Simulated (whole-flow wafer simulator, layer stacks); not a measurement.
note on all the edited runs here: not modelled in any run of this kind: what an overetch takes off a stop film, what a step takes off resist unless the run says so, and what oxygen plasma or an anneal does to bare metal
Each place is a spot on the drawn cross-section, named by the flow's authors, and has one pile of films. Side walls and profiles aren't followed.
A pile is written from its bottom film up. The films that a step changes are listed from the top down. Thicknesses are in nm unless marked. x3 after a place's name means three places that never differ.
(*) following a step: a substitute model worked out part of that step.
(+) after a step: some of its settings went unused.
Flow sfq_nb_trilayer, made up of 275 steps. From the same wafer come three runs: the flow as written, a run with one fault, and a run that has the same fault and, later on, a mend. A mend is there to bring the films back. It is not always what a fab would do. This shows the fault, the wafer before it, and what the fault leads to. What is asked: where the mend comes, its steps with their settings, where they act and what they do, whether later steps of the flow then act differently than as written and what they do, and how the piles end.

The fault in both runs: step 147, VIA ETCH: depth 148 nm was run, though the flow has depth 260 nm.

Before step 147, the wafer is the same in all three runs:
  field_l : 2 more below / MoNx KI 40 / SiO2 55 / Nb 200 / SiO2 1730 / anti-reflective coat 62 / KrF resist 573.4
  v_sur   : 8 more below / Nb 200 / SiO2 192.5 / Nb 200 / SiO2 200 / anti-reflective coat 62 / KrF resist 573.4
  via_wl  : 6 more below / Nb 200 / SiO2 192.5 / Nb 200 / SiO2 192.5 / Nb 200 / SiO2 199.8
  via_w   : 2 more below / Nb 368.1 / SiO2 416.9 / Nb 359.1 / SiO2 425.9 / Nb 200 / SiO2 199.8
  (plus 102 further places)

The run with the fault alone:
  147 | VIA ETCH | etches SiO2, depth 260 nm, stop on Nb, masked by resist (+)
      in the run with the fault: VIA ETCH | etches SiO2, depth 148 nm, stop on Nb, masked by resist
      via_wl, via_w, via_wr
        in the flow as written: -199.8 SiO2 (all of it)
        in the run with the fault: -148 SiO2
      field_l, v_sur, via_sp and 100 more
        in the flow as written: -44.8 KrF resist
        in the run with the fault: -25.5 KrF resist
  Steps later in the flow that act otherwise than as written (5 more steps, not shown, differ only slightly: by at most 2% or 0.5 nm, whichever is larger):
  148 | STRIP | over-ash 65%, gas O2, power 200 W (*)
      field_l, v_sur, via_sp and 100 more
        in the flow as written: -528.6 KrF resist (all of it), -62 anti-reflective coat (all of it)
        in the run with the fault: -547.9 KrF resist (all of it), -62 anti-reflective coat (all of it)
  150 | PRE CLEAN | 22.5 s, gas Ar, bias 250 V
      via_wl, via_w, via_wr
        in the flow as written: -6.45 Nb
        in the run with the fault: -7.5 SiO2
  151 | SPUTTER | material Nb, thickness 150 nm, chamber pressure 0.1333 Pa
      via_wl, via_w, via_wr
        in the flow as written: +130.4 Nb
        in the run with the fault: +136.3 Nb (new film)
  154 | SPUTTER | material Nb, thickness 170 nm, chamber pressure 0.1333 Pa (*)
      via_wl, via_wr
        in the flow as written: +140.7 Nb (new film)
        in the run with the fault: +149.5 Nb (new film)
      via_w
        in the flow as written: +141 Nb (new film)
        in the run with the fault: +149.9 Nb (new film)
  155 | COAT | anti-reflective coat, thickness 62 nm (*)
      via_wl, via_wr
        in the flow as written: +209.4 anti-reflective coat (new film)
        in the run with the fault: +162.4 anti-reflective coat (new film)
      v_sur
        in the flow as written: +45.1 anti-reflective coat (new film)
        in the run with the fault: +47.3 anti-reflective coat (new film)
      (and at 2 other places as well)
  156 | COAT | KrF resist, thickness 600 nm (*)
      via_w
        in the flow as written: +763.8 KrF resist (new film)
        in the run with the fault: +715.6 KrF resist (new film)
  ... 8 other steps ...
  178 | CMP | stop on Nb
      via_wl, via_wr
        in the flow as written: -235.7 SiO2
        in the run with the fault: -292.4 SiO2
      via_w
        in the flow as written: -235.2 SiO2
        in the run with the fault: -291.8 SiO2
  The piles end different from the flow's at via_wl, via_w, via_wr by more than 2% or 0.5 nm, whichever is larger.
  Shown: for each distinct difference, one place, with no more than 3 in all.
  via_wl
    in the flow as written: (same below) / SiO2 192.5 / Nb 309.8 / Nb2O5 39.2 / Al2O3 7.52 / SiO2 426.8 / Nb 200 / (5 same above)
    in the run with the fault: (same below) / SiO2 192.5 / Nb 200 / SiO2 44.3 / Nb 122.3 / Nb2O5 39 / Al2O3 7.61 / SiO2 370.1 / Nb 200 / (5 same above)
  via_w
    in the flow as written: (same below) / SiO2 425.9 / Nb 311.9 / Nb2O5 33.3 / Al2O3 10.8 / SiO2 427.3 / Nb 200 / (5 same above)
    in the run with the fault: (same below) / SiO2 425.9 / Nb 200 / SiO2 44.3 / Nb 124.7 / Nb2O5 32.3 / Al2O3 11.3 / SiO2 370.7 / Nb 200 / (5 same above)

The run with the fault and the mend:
  The mend stands after step 147.
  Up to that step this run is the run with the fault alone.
  147a | VIA ETCH | etches SiO2, depth 112 nm, stop on Nb, masked by resist (+) (a further turn of the flow's step 147, with different settings)
      field_l, v_sur, via_sp and 100 more
        -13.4 KrF resist
      via_wl, via_w, via_wr
        -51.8 SiO2 (all of it)
  None of the later steps of the flow differs from how it acts as written, at any place that is followed, by more than 2% or 0.5 nm, whichever is larger.
  By the end, the piles equal the flow's at every place that both follow.
